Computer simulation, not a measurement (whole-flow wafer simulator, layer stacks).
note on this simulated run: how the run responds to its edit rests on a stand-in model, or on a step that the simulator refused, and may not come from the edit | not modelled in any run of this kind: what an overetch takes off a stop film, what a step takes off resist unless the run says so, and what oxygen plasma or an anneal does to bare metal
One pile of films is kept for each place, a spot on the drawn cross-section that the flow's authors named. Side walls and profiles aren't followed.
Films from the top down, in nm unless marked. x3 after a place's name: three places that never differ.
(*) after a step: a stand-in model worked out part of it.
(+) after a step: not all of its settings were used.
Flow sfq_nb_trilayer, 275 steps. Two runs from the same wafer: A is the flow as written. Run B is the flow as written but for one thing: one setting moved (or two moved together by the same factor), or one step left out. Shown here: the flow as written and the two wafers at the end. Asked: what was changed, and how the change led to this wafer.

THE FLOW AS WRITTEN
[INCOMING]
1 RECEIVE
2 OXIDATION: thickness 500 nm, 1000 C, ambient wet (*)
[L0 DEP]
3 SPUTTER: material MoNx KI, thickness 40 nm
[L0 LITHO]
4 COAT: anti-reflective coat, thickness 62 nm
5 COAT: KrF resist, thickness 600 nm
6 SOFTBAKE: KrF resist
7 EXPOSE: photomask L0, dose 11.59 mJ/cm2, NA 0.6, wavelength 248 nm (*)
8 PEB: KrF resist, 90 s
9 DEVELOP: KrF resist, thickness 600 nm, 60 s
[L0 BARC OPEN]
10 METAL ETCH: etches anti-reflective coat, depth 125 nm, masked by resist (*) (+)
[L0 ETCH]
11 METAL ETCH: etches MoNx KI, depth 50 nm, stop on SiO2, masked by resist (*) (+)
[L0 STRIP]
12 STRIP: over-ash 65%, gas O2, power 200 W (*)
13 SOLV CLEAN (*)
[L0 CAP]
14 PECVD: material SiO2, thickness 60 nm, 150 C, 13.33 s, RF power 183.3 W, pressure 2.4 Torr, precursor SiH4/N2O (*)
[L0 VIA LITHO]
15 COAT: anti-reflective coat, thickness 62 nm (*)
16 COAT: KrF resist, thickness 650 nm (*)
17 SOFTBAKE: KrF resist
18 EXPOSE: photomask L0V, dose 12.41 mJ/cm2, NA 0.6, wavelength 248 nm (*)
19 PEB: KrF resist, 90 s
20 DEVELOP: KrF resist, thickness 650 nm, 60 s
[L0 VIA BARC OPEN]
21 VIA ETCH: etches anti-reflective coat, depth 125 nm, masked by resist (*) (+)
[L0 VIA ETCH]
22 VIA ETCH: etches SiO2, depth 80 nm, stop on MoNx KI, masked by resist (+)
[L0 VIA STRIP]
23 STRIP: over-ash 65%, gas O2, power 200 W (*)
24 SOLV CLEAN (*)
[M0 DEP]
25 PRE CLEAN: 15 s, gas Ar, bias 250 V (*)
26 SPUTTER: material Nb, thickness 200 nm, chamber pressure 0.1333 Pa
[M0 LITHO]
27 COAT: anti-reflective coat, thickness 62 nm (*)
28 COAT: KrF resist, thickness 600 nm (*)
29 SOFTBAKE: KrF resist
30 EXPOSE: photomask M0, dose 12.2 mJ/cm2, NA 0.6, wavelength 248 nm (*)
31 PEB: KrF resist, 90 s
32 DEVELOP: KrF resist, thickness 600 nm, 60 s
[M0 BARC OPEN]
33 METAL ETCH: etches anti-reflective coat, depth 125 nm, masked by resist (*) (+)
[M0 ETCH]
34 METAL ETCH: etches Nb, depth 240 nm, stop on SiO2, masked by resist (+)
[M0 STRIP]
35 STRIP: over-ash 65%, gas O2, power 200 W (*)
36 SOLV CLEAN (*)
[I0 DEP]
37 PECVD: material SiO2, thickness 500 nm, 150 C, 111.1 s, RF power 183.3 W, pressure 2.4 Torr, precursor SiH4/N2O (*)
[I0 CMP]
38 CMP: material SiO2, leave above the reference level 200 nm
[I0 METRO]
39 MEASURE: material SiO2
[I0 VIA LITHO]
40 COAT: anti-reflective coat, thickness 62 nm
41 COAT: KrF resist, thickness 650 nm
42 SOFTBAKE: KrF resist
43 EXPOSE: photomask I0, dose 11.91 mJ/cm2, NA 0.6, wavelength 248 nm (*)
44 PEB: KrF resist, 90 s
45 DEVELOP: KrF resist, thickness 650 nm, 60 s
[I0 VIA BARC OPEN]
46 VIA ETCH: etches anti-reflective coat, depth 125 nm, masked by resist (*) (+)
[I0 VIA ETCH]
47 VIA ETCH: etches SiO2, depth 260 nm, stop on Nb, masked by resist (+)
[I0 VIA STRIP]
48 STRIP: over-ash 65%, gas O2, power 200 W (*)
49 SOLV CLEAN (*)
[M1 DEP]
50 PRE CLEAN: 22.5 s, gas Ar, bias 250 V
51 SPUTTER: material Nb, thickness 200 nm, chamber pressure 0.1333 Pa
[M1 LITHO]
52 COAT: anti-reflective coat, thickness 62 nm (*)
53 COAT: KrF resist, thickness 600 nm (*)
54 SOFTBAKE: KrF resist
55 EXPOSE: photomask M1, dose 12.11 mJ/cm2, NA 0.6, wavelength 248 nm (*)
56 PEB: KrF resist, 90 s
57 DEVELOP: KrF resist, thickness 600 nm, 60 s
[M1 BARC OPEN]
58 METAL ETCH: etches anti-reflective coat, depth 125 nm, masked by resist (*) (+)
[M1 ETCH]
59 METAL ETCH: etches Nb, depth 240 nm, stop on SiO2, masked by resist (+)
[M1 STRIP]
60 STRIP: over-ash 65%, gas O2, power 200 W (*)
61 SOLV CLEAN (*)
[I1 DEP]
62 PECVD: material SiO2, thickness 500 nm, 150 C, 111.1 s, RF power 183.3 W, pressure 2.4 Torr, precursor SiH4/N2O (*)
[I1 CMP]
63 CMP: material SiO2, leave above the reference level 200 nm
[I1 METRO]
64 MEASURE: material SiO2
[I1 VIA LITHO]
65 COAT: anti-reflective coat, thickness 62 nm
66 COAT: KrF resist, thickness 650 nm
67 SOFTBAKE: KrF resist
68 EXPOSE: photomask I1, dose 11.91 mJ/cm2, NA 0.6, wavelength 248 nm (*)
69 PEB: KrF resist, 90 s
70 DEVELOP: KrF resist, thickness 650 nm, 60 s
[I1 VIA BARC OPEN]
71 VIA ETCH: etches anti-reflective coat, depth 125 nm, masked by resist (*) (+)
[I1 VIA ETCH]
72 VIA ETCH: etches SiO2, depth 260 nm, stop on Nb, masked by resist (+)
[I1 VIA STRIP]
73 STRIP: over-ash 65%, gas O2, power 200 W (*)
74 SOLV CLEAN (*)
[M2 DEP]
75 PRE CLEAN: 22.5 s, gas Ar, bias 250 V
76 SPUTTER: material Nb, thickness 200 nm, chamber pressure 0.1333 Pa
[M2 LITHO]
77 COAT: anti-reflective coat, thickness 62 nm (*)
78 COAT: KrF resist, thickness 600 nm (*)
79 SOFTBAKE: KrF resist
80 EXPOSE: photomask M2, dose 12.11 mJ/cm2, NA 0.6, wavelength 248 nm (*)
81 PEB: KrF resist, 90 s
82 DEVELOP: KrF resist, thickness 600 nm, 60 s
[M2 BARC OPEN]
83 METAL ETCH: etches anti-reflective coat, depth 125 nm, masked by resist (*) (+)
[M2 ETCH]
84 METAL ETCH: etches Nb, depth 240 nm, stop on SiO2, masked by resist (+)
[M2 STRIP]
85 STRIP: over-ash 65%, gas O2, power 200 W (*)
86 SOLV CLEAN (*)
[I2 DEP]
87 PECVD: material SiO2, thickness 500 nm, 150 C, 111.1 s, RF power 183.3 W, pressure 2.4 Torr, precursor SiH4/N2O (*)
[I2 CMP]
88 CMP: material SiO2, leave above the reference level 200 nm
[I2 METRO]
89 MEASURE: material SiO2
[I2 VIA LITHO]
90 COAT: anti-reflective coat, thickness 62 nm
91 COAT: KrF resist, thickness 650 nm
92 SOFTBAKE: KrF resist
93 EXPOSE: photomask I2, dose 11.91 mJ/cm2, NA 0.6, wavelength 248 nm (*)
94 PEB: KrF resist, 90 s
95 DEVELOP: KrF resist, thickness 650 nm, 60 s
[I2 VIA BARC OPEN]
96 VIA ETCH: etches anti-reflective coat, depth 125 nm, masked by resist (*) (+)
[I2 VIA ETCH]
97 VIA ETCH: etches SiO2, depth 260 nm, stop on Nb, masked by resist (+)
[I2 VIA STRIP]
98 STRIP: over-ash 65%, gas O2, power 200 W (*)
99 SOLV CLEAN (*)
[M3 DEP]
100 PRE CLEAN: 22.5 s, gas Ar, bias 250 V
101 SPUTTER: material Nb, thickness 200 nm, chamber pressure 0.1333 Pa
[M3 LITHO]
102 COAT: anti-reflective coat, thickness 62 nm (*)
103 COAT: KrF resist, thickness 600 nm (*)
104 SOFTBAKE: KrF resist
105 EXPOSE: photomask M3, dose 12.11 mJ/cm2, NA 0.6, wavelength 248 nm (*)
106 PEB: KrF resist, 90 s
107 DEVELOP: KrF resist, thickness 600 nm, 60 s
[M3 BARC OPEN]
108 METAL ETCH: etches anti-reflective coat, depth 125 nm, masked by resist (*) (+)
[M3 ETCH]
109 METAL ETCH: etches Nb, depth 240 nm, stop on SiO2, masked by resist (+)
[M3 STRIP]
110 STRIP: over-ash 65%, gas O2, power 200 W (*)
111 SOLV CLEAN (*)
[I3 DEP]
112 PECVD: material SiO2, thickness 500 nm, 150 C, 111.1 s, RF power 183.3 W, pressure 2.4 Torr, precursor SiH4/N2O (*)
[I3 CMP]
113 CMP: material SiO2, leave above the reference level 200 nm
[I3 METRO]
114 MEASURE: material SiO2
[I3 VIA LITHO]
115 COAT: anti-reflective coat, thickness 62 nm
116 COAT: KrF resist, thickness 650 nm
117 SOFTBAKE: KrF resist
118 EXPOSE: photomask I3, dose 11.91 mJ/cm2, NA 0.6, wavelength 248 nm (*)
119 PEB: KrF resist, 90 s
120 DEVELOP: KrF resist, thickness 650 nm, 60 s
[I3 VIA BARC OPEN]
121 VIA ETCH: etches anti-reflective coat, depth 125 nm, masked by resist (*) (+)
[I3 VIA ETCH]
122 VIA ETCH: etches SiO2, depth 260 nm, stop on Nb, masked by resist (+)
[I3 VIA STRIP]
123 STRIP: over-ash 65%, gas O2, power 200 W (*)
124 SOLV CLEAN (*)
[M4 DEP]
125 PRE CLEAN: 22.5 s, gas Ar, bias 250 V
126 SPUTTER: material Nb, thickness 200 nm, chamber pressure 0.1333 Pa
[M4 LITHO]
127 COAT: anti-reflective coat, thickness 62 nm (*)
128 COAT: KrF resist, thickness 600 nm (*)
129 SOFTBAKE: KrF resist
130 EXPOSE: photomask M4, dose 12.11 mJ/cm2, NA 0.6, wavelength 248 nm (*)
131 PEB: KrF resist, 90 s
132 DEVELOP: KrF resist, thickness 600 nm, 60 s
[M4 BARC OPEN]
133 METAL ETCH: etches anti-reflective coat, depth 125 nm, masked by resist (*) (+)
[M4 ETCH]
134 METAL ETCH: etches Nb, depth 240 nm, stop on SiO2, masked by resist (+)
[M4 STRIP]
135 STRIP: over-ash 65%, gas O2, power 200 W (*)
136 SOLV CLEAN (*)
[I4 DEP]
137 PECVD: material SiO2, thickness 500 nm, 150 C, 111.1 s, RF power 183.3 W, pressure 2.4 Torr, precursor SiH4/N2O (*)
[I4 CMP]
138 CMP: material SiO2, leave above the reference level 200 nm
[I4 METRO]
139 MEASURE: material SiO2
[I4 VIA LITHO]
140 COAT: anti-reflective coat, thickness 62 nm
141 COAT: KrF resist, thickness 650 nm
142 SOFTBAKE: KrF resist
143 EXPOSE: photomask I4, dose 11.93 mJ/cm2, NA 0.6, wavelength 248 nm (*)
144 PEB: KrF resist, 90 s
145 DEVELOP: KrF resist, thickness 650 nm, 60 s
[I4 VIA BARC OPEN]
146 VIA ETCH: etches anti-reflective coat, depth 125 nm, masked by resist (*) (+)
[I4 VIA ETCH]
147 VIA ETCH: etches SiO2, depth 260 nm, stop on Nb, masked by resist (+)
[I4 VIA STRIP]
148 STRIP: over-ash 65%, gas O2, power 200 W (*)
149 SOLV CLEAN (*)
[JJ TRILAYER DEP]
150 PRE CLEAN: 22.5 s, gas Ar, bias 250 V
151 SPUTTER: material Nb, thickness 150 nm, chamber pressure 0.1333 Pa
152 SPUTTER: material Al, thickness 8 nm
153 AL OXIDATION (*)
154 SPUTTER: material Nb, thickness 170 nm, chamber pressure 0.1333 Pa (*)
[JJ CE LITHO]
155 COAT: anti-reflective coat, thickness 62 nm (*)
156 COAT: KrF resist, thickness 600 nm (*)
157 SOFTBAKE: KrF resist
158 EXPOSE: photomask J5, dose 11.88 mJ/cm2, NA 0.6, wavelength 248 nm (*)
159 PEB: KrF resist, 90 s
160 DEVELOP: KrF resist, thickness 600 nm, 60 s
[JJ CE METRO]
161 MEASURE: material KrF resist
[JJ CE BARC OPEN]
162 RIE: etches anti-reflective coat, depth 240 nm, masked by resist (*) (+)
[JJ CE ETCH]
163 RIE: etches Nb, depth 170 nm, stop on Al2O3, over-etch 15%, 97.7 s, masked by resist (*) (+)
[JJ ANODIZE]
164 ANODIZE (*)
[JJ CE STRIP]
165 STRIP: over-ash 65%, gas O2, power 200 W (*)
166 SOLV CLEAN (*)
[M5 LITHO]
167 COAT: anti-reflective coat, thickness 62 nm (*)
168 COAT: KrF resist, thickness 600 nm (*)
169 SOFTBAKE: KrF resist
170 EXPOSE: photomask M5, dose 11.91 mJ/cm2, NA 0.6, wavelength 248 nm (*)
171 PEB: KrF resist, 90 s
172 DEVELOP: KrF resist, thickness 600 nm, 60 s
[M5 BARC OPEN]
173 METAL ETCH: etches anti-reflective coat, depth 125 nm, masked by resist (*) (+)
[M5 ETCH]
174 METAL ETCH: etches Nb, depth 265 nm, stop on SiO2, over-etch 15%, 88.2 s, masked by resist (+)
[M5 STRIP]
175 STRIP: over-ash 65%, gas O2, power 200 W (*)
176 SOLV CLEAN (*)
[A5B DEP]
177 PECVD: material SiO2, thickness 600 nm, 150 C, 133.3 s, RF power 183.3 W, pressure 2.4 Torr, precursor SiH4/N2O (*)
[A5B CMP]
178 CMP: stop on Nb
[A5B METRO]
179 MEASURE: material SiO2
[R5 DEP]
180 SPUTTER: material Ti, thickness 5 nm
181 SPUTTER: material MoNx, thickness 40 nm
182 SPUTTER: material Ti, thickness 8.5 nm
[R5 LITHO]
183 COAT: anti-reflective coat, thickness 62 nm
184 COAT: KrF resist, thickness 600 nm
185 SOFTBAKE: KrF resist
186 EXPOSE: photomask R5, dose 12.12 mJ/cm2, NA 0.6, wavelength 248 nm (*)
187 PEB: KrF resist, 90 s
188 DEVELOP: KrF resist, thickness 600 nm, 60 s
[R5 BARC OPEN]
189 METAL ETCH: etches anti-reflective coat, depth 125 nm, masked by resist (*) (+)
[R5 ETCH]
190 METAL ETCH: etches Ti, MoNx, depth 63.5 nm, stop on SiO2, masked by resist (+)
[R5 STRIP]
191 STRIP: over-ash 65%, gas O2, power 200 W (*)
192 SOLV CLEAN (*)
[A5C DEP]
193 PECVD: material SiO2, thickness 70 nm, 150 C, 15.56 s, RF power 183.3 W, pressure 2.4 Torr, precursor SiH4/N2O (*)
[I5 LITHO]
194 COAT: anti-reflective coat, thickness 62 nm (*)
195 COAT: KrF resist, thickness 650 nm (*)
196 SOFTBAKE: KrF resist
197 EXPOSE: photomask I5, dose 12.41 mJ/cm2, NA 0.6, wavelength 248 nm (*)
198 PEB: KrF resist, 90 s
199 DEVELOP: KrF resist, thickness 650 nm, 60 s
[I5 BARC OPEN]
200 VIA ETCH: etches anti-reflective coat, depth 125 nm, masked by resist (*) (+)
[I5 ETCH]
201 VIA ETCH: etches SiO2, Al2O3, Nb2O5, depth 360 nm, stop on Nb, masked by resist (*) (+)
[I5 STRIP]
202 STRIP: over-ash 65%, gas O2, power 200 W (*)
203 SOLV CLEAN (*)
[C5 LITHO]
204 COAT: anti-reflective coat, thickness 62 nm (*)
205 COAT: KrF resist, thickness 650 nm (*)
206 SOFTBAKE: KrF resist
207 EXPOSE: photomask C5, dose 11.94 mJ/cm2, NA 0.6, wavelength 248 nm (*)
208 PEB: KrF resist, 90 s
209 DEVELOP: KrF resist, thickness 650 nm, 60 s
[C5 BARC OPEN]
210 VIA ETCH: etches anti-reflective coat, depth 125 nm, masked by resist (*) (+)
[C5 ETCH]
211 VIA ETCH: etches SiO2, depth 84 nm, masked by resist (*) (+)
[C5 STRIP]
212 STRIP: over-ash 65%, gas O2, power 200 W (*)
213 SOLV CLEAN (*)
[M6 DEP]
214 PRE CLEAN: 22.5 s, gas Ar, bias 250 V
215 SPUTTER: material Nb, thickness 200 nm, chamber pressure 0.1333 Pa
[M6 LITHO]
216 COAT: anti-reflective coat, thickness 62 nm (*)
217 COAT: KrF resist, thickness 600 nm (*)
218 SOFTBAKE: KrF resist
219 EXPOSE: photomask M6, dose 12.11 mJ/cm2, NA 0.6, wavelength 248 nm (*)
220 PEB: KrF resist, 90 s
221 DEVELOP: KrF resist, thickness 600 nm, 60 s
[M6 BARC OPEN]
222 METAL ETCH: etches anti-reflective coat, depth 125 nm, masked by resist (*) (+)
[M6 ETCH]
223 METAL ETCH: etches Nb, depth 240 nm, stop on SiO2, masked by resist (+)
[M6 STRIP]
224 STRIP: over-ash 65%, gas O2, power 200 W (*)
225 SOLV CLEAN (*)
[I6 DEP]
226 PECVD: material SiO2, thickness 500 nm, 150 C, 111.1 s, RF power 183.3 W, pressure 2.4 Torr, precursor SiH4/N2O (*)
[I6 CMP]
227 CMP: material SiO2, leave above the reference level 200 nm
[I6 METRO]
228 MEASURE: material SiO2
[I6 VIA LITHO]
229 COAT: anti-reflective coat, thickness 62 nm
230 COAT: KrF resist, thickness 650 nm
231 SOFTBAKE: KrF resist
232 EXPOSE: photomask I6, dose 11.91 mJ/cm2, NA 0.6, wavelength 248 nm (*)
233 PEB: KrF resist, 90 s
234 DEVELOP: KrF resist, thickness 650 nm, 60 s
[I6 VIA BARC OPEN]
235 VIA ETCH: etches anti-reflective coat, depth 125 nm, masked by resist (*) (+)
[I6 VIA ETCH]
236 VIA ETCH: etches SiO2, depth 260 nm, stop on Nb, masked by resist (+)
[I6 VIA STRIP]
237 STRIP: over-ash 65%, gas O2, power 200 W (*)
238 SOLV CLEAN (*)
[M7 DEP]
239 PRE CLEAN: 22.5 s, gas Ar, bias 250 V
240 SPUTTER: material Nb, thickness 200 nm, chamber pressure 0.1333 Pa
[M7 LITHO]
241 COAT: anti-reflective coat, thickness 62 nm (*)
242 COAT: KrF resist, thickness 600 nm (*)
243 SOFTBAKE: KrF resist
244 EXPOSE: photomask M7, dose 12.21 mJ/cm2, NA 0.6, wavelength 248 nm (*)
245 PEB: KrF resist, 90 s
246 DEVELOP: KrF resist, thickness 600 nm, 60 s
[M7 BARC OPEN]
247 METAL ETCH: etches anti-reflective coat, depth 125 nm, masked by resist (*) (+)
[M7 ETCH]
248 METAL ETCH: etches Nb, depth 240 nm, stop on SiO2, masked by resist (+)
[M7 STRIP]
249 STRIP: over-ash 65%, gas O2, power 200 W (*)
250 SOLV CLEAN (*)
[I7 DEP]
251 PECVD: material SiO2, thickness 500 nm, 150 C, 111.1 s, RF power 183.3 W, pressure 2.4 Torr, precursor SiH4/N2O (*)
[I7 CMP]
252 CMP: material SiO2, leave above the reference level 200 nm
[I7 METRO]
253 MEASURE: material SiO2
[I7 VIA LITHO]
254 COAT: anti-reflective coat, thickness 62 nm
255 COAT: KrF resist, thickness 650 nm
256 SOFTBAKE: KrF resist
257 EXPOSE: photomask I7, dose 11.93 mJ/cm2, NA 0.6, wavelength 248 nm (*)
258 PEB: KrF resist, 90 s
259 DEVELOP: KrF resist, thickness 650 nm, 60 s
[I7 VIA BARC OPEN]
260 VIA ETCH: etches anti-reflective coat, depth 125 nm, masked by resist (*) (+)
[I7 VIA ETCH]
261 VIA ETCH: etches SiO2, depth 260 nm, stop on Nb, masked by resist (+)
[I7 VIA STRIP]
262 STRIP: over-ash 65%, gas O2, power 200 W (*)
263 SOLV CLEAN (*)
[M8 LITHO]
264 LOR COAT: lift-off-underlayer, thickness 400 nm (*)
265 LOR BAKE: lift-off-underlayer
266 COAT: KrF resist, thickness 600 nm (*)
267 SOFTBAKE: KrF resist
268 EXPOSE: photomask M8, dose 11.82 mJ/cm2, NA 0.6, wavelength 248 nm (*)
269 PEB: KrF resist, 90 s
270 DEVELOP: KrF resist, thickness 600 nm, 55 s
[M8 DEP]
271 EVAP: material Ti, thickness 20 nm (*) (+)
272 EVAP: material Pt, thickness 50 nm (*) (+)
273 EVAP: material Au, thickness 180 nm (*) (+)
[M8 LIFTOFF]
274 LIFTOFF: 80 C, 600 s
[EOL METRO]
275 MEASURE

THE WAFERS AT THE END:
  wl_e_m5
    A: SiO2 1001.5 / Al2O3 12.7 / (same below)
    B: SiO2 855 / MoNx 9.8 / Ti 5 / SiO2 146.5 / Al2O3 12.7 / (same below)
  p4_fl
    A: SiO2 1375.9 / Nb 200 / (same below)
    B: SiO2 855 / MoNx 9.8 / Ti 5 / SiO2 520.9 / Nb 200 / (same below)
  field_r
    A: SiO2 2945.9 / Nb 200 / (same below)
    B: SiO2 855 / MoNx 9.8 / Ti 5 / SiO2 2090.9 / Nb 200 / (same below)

The cause: step 190, METAL ETCH: depth 38.7 nm was run, where the flow has depth 63.5 nm.

How the change led to this, step by step:
  190 METAL ETCH: etches Ti, MoNx, depth 63.5 nm, stop on SiO2, masked by resist (+)
      field_l, v_sur, via_wl and 92 more: A Ti -8.5 (all of it), MoNx -40 (all of it), Ti -5 (all of it) | B Ti -8.5 (all of it), MoNx -30.2
      ce_l, c5j, ce_r, wl_jj: A Ti -8.5 (all of it), MoNx -40 (all of it), Ti -5 (all of it), Nb -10 | B Ti -8.5 (all of it), MoNx -30.2
      (and at 7 more places)
  193 PECVD: material SiO2, thickness 70 nm, 150 C, 15.56 s, RF power 183.3 W, pressure 2.4 Torr, precursor SiH4/N2O (*)
      field_l, v_sur, via_wl and 92 more: A SiO2 +70 | B SiO2 +70 (new film)
  194 COAT: anti-reflective coat, thickness 62 nm (*)
      wl_j_sl, wl_j_sr: A anti-reflective coat +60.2 (new film) | B anti-reflective coat +62 (new film)
      r5r_spacepad_l, r5r_spacepad_r: A anti-reflective coat +84.4 (new film) | B anti-reflective coat +78 (new film)
      (and at 13 more places)
  201 VIA ETCH: etches SiO2, Al2O3, Nb2O5, depth 360 nm, stop on Nb, masked by resist (*) (+)
      be: A SiO2 -216.4 (all of it), Al2O3 -12.7 (all of it), Nb2O5 -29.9 (all of it) | B SiO2 -69.8 (all of it), MoNx -9.8 (all of it), Ti -5 (all of it), SiO2 -146.5 (all of it), Al2O3 -12.7 (all of it), Nb2O5 -29.9 (all of it)
  202 STRIP: over-ash 65%, gas O2, power 200 W (*)
      wl_j_sl, wl_j_sr: A KrF resist -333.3 (all of it), anti-reflective coat -60.2 (all of it) | B KrF resist -333.2 (all of it), anti-reflective coat -62 (all of it)
      r5r_spacepad_l, r5r_spacepad_r: A KrF resist -335.6 (all of it), anti-reflective coat -84.4 (all of it) | B KrF resist -335 (all of it), anti-reflective coat -78 (all of it)
      (and at 13 more places)
  204 COAT: anti-reflective coat, thickness 62 nm (*)
      wl_j_sl, wl_j_sr: A anti-reflective coat +60.2 (new film) | B anti-reflective coat +62 (new film)
      r5r_spacepad_l, r5r_spacepad_r: A anti-reflective coat +84.4 (new film) | B anti-reflective coat +78 (new film)
      (and at 13 more places)
  210 VIA ETCH: etches anti-reflective coat, depth 125 nm, masked by resist (*) (+)
      field_l, v_sur, via_wl and 101 more: A KrF resist -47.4 | B KrF resist -48.4
      c5j: A anti-reflective coat -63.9 (all of it), SiO2 -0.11 | B anti-reflective coat -61.3 (all of it), SiO2 -0.13
      (and at 1 more place)
  211 VIA ETCH: etches SiO2, depth 84 nm, masked by resist (*) (+)
      c5j: A SiO2 -69.9 (all of it), Nb -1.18 | B SiO2 -69.9 (all of it)
  212 STRIP: over-ash 65%, gas O2, power 200 W (*)
      wl_j_sl, wl_j_sr: A KrF resist -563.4 (all of it), anti-reflective coat -60.2 (all of it) | B KrF resist -562.2 (all of it), anti-reflective coat -62 (all of it)
      r5r_spacepad_l, r5r_spacepad_r: A KrF resist -565.8 (all of it), anti-reflective coat -84.4 (all of it) | B KrF resist -564 (all of it), anti-reflective coat -78 (all of it)
      (and at 11 more places)
  214 PRE CLEAN: 22.5 s, gas Ar, bias 250 V
      c5j: A Nb -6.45 | B MoNx -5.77
  215 SPUTTER: material Nb, thickness 200 nm, chamber pressure 0.1333 Pa
      c5j: A Nb +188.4 | B Nb +189.1 (new film)
      be: A Nb +147.3 | B Nb +144
  216 COAT: anti-reflective coat, thickness 62 nm (*)
      wl_j_sl, wl_j_sr: A anti-reflective coat +60.2 (new film) | B anti-reflective coat +62 (new film)
      r5r_spacepad_l, r5r_spacepad_r: A anti-reflective coat +85.7 (new film) | B anti-reflective coat +78.6 (new film)
      (and at 11 more places)
  222 METAL ETCH: etches anti-reflective coat, depth 125 nm, masked by resist (*) (+)
      r5r_spacepad_l, r5r_spacepad_r: A anti-reflective coat -85.7 (all of it) | B anti-reflective coat -78.6 (all of it)
      r5r_line_c, r5r_line_r: A anti-reflective coat -50 (all of it) | B anti-reflective coat -52.5 (all of it)
      (and at 2 more places)
  224 STRIP: over-ash 65%, gas O2, power 200 W (*)
      wl_j_sl, wl_j_sr: A KrF resist -382.5 (all of it), anti-reflective coat -60.2 (all of it) | B KrF resist -382.4 (all of it), anti-reflective coat -62 (all of it)
      be: A KrF resist -575.8 (all of it), anti-reflective coat -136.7 (all of it) | B KrF resist -588.4 (all of it), anti-reflective coat -139.3 (all of it)
      (and at 7 more places)
  226 PECVD: material SiO2, thickness 500 nm, 150 C, 111.1 s, RF power 183.3 W, pressure 2.4 Torr, precursor SiH4/N2O (*)
      r5r_spacepad_l, r5r_spacepad_r: A SiO2 +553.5 | B SiO2 +536.2
      be: A SiO2 +693.5 (new film) | B SiO2 +711.6 (new film)
  227 CMP: material SiO2, leave above the reference level 200 nm
      ce_l, ce_r, wl_jj: A SiO2 -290 | B SiO2 -300
      be_r, r_sur, r_end: A SiO2 -353.5 | B SiO2 -338.7
      (and at 7 more places)
Counting metal films that touch as one body, wl_e_m5 has 7 bodies (between them, from the top down: SiO2 146.5 / Al2O3 12.7 / Nb2O5 29.9; SiO2 192.5; SiO2 192.5; SiO2 192.5; SiO2 192.5; SiO2 192.5); the flow as written gives 6 bodies (between them, from the top down: SiO2 192.5; SiO2 192.5; SiO2 192.5; SiO2 192.5; SiO2 192.5).
Counting metal films that touch as one body, p4_fl has 3 bodies (between them, from the top down: SiO2 520.9; SiO2 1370); the flow as written gives 2 bodies (between them, from the top down: SiO2 1370).
Counting metal films that touch as one body, field_r has 2 bodies (between them, from the top down: SiO2 2090.9); the flow as written gives 1 body.
